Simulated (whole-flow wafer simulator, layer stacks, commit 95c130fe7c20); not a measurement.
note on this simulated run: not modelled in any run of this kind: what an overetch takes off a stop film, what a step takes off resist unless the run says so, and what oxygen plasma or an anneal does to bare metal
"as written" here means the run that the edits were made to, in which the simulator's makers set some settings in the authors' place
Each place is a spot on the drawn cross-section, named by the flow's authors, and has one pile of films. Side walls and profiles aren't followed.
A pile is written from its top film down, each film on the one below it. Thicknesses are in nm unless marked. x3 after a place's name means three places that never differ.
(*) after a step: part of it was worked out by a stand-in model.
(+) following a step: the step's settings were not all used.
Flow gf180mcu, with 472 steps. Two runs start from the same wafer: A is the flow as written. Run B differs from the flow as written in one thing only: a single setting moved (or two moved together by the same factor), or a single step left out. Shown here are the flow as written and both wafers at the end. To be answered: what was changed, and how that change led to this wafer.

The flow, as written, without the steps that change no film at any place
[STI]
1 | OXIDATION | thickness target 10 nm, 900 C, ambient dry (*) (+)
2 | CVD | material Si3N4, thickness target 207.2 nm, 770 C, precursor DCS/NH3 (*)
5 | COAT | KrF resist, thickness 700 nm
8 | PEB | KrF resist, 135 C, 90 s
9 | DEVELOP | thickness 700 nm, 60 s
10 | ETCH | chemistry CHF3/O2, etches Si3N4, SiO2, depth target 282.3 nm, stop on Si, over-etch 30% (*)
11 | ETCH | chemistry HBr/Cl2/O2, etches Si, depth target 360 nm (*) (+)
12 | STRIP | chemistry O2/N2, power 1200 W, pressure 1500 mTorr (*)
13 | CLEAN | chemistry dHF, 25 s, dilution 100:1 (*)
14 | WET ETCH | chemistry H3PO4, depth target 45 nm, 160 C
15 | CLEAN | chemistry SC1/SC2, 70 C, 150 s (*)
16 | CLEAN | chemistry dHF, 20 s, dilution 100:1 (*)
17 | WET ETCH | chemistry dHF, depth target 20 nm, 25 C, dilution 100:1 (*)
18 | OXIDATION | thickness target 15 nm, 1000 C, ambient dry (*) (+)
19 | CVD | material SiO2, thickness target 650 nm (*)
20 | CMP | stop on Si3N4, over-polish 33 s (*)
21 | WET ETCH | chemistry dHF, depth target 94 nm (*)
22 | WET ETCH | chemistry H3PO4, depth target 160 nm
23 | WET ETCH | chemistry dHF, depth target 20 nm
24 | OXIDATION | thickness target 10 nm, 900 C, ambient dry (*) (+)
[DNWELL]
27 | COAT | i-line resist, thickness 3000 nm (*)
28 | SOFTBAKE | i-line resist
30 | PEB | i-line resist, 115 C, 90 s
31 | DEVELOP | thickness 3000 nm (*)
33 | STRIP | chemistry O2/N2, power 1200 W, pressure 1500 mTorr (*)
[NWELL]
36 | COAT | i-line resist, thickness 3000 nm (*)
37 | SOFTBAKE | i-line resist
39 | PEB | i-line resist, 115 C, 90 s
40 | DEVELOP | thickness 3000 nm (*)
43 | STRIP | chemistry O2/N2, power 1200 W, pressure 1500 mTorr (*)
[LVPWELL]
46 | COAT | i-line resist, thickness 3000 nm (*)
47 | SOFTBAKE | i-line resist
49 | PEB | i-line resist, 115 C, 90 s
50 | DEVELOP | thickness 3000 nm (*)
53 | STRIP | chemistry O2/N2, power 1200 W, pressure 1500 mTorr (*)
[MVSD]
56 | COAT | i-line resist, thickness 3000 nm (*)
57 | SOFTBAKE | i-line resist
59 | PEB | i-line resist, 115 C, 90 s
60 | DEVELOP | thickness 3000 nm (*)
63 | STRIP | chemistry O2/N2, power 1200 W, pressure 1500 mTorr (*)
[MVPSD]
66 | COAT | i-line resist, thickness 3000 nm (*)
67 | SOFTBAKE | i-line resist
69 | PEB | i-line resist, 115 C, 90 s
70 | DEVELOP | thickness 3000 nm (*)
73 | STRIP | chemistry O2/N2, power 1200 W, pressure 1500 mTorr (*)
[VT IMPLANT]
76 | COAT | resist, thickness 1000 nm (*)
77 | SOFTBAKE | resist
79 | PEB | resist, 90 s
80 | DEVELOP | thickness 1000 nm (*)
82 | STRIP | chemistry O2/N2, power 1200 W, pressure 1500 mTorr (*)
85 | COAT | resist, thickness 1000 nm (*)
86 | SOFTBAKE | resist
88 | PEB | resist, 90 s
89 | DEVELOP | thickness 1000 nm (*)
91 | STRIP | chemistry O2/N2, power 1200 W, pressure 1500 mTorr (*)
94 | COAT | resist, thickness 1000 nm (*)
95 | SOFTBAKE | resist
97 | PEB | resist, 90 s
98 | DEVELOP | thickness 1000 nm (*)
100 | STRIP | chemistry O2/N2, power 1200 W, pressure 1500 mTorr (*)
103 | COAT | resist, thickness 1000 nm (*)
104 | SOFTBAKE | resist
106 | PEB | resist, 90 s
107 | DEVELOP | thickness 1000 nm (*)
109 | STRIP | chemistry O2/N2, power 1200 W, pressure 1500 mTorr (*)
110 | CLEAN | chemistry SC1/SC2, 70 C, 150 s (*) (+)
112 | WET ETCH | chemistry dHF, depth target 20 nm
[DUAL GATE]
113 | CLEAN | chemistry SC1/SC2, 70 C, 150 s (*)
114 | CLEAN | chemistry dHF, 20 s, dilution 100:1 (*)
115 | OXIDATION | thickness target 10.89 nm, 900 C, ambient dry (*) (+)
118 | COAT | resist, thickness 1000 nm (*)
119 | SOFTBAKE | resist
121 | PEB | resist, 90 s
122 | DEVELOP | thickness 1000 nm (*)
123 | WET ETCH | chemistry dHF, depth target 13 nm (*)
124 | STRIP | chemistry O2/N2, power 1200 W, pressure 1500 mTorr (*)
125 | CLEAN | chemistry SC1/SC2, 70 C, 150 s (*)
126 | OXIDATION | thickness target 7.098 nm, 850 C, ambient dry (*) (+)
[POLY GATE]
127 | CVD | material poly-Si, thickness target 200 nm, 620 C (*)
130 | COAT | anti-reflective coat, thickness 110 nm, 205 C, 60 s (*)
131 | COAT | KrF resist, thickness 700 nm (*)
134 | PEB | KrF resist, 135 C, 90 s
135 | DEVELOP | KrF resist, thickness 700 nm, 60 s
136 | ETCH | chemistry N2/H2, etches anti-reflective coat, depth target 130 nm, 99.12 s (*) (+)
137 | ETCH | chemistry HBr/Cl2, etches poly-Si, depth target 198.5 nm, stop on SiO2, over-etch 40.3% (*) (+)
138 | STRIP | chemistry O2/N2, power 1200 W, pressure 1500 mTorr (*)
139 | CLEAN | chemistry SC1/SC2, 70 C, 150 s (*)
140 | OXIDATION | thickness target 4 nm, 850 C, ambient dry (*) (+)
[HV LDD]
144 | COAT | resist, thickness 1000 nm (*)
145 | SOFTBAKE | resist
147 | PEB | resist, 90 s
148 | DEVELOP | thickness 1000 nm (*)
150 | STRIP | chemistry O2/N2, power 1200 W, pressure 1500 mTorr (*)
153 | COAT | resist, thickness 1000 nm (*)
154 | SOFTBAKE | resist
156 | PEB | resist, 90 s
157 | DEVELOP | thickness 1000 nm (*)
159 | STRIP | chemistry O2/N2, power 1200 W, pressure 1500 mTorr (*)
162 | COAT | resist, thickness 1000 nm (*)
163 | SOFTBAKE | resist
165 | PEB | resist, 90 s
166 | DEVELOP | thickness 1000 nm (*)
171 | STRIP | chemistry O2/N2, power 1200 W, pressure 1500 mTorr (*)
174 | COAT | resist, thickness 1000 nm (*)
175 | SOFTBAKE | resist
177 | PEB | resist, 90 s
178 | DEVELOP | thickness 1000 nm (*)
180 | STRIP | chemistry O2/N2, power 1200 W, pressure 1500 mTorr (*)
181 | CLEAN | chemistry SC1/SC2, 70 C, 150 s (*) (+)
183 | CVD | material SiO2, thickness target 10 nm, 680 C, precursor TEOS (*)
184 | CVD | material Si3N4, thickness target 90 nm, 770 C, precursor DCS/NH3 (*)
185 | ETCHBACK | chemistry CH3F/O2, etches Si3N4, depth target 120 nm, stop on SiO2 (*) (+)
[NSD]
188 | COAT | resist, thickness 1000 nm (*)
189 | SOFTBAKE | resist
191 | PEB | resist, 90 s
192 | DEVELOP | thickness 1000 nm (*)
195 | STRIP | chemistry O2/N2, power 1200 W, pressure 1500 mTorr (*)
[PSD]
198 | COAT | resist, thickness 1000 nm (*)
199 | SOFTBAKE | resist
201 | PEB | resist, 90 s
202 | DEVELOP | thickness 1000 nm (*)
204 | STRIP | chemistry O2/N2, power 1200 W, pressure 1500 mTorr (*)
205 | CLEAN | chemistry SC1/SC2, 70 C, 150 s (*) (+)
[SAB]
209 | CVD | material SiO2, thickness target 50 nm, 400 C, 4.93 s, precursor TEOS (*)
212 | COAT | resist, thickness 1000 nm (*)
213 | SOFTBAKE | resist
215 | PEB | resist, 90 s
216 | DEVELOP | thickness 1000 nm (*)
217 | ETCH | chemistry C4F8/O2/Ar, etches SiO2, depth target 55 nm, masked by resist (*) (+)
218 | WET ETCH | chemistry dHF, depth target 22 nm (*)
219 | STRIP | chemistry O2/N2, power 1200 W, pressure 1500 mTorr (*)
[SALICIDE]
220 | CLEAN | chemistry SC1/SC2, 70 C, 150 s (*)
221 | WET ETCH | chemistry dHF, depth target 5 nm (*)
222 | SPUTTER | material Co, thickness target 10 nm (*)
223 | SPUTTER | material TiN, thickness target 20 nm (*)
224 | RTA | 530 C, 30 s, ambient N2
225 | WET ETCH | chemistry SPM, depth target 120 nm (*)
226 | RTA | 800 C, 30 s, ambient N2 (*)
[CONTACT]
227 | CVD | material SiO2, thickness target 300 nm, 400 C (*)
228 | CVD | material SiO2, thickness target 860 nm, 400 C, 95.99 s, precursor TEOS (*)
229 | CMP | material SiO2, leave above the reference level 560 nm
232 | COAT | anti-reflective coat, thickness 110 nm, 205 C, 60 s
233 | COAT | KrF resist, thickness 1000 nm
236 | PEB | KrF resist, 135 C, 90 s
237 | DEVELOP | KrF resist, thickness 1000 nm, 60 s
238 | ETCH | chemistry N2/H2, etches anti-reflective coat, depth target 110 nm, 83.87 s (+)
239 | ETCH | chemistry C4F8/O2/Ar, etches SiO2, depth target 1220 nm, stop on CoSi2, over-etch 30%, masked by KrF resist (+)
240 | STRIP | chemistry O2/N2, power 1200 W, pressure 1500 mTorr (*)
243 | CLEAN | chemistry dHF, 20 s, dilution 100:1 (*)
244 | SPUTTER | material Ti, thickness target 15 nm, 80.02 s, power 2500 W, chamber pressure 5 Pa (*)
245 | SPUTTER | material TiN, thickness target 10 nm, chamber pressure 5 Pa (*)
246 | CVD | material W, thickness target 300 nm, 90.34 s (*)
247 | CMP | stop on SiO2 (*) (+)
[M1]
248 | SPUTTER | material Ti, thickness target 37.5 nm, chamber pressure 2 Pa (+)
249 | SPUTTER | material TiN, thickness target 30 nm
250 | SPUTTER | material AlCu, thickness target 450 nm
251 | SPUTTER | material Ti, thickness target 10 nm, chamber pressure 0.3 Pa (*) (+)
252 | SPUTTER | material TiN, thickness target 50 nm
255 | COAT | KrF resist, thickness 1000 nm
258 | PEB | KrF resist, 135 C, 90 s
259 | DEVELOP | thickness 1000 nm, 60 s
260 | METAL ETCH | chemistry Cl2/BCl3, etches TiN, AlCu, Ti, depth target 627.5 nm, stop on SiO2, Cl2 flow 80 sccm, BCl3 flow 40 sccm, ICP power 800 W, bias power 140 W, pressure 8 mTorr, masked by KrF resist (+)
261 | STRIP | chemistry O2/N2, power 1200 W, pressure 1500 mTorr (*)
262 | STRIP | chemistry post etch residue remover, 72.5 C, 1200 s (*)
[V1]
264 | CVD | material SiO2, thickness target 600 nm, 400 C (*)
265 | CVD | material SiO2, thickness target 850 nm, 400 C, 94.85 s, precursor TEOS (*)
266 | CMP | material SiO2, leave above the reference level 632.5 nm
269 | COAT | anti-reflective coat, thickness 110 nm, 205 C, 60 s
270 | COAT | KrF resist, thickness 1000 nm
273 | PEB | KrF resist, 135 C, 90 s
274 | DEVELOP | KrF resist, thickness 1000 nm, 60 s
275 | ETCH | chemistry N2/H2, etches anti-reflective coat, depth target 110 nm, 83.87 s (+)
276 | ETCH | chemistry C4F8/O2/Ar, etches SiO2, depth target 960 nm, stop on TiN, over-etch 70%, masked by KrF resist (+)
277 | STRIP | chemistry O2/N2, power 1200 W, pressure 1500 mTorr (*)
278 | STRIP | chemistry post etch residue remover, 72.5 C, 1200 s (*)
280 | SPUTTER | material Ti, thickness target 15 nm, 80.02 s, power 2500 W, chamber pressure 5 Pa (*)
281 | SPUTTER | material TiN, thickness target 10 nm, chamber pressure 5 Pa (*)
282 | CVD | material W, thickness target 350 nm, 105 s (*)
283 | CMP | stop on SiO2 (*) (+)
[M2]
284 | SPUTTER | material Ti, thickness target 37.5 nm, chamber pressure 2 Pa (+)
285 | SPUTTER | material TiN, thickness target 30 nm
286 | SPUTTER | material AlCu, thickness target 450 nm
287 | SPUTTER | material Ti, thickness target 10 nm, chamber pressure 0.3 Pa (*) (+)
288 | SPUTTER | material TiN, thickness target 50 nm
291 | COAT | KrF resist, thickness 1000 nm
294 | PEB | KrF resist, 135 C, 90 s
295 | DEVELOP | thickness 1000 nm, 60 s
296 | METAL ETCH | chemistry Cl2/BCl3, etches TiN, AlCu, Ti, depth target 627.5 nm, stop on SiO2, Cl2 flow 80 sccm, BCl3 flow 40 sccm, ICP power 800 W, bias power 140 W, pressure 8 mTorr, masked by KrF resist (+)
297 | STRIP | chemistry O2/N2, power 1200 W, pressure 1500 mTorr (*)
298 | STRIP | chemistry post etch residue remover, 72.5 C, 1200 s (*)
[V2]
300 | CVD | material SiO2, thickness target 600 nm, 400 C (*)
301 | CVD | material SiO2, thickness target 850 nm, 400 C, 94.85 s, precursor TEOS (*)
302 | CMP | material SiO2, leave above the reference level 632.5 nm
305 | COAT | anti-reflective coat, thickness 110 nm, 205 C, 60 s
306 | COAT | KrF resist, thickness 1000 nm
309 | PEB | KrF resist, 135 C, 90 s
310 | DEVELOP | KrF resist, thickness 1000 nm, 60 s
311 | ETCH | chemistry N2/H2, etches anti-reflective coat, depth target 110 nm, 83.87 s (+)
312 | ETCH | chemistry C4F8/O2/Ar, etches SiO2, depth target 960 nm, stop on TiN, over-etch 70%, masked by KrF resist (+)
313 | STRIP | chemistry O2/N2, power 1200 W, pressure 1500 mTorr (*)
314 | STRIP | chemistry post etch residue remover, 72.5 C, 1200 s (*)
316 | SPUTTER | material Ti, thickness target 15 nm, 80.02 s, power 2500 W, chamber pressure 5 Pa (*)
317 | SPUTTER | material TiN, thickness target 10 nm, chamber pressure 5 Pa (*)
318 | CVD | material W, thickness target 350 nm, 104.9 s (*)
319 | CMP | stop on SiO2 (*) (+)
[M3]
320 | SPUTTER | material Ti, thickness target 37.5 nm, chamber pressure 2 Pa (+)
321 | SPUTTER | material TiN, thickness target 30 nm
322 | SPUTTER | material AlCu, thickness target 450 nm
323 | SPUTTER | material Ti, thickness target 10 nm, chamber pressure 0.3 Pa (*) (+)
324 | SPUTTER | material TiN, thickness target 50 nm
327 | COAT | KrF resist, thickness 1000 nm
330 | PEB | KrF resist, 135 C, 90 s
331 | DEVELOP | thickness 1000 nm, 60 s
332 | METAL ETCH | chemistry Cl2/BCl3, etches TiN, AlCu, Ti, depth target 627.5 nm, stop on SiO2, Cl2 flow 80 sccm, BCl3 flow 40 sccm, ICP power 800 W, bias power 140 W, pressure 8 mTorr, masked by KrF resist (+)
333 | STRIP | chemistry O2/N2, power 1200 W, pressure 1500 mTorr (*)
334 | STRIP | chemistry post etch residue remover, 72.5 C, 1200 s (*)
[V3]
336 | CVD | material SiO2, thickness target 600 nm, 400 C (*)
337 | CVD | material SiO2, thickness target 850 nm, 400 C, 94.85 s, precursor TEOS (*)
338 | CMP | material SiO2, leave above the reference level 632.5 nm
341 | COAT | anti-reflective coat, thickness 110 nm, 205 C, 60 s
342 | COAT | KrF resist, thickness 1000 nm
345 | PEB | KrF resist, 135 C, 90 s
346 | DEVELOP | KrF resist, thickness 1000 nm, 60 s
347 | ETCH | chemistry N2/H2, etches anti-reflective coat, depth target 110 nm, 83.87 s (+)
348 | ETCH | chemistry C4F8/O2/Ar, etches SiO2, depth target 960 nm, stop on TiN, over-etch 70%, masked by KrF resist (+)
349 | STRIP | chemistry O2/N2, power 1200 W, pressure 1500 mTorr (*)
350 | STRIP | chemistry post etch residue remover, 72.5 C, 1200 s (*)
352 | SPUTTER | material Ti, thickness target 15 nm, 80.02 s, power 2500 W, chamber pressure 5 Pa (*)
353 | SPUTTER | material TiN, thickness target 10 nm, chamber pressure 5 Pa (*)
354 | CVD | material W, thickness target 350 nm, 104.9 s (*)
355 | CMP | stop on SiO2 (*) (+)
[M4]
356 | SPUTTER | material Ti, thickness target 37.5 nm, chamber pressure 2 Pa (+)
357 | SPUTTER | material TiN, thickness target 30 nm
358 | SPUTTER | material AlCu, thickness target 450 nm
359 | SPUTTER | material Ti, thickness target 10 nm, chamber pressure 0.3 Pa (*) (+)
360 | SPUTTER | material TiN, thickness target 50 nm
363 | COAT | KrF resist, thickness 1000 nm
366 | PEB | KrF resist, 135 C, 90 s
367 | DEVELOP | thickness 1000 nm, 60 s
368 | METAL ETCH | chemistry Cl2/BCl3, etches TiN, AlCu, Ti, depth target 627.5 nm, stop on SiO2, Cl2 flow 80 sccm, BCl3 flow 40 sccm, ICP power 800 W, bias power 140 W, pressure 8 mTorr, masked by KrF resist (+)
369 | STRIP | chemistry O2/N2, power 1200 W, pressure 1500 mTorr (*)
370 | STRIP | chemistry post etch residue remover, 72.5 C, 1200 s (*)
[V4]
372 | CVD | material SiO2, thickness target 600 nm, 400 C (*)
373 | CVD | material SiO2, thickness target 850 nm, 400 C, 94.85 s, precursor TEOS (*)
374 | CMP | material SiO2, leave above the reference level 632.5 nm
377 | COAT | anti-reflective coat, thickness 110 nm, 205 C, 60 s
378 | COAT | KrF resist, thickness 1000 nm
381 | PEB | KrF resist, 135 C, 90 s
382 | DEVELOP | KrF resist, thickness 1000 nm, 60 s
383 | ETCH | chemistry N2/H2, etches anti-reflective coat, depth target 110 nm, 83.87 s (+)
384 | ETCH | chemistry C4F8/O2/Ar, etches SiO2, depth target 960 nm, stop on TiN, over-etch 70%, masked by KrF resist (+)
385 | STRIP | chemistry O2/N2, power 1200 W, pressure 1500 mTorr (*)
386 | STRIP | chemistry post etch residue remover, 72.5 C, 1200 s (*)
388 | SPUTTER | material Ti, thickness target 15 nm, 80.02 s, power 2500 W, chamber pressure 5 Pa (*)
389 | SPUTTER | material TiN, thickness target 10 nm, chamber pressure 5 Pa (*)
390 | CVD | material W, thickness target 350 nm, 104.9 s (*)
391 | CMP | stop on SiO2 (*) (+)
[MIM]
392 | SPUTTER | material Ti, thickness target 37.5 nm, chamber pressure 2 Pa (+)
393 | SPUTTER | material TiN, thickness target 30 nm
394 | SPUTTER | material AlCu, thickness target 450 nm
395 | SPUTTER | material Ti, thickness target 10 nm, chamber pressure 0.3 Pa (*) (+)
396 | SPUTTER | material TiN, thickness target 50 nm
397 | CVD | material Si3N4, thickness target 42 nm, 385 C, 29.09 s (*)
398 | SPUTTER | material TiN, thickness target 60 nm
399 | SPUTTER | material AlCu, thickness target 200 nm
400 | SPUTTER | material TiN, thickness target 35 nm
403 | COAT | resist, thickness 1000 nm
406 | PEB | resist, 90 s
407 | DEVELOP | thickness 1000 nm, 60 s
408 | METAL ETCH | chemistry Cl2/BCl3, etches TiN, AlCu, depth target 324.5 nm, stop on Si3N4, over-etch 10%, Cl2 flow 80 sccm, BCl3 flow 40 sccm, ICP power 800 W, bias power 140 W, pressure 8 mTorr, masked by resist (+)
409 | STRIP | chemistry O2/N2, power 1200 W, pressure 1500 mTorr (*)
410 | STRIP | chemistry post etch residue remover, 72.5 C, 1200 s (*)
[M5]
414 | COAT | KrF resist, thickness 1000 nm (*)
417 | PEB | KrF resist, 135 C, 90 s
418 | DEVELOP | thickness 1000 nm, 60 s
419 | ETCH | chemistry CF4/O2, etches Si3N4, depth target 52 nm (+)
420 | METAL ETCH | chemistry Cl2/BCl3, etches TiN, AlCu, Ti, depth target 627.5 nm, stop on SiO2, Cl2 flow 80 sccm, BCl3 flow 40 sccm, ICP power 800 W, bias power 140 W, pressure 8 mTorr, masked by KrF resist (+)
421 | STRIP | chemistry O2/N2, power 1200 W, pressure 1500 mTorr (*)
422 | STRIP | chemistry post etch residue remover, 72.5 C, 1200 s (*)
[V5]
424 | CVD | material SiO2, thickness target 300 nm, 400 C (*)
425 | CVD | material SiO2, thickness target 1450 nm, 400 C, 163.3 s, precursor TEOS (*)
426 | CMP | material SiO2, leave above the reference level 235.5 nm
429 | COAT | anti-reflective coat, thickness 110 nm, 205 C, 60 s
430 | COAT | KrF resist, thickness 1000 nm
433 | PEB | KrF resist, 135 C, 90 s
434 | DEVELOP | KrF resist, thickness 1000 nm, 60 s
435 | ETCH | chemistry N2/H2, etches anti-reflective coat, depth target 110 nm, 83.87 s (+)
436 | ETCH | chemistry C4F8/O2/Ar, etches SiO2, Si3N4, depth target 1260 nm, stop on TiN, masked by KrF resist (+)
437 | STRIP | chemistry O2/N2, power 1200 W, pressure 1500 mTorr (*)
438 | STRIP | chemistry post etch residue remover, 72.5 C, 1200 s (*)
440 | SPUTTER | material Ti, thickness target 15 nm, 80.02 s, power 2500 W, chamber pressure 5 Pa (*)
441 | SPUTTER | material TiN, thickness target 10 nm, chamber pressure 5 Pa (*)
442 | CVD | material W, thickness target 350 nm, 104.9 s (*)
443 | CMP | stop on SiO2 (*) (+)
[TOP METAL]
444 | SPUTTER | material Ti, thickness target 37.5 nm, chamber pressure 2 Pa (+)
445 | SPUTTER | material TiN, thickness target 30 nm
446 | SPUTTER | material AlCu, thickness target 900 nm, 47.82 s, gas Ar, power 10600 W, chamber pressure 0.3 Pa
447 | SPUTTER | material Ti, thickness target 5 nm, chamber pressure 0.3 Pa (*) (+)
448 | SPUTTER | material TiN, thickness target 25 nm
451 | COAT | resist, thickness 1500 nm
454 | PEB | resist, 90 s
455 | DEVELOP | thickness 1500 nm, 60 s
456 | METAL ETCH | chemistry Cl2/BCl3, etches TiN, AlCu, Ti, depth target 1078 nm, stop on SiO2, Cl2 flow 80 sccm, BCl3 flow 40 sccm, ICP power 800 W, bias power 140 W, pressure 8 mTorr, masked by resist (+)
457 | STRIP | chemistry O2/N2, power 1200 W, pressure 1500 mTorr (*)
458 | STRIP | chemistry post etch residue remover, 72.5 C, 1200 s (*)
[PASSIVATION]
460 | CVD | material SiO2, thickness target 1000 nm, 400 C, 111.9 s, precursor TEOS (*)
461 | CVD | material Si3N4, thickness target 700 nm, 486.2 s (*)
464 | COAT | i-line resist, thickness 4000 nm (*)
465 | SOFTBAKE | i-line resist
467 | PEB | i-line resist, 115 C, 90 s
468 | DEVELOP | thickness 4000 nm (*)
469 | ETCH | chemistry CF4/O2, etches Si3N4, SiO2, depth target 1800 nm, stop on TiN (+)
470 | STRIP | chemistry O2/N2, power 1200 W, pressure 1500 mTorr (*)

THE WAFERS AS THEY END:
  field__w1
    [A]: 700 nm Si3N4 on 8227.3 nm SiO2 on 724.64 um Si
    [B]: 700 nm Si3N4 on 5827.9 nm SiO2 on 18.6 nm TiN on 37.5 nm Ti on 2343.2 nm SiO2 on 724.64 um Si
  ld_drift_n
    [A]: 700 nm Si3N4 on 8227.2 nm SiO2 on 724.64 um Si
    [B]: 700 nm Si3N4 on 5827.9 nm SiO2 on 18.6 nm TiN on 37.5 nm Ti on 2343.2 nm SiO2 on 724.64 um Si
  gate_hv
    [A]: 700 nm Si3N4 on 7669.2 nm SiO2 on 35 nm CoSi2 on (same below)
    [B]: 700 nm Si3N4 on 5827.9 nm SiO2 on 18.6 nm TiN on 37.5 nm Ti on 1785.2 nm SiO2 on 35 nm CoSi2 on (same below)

The reason: step 296, METAL ETCH: depth target 521 nm was run, while the flow as written has depth target 627.5 nm.

Step by step, how the change led to this:
  296 | METAL ETCH | chemistry Cl2/BCl3, etches TiN, AlCu, Ti, depth target 627.5 nm, stop on SiO2, Cl2 flow 80 sccm, BCl3 flow 40 sccm, ICP power 800 W, bias power 140 W, pressure 8 mTorr, masked by KrF resist (+)
      field, field__w1, field__w2 and 103 more: A -50 TiN (all of it), -10 Ti (all of it), -450 AlCu (all of it), -30 TiN (all of it), -37.5 Ti (all of it) | B -50 TiN (all of it), -10 Ti (all of it), -450 AlCu (all of it), -11 TiN
      field__w8, contact, m1, m1__w1, m1_nw: A -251 KrF resist | B -208.4 KrF resist
  297 | STRIP | chemistry O2/N2, power 1200 W, pressure 1500 mTorr (*)
      field__w8, contact, m1, m1__w1, m1_nw: A -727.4 KrF resist (all of it) | B -770 KrF resist (all of it)
  300 | CVD | material SiO2, thickness target 600 nm, 400 C (*)
      field, field__w1, field__w2 and 103 more: A +600 SiO2 | B +600 SiO2 (new film)
  302 | CMP | material SiO2, leave above the reference level 632.5 nm
      field, field__w1, field__w2 and 103 more: A -300 SiO2 | B -356.1 SiO2
Taking metal films that touch as one body, field__w1 has 1 body; the flow as written gives 0 bodies.
Taking metal films that touch as one body, ld_drift_n has 1 body; the flow as written gives 0 bodies.
Taking metal films that touch as one body, gate_hv has 2 bodies (between them, from the top down: SiO2 1785.2); the flow as written gives 1 body.
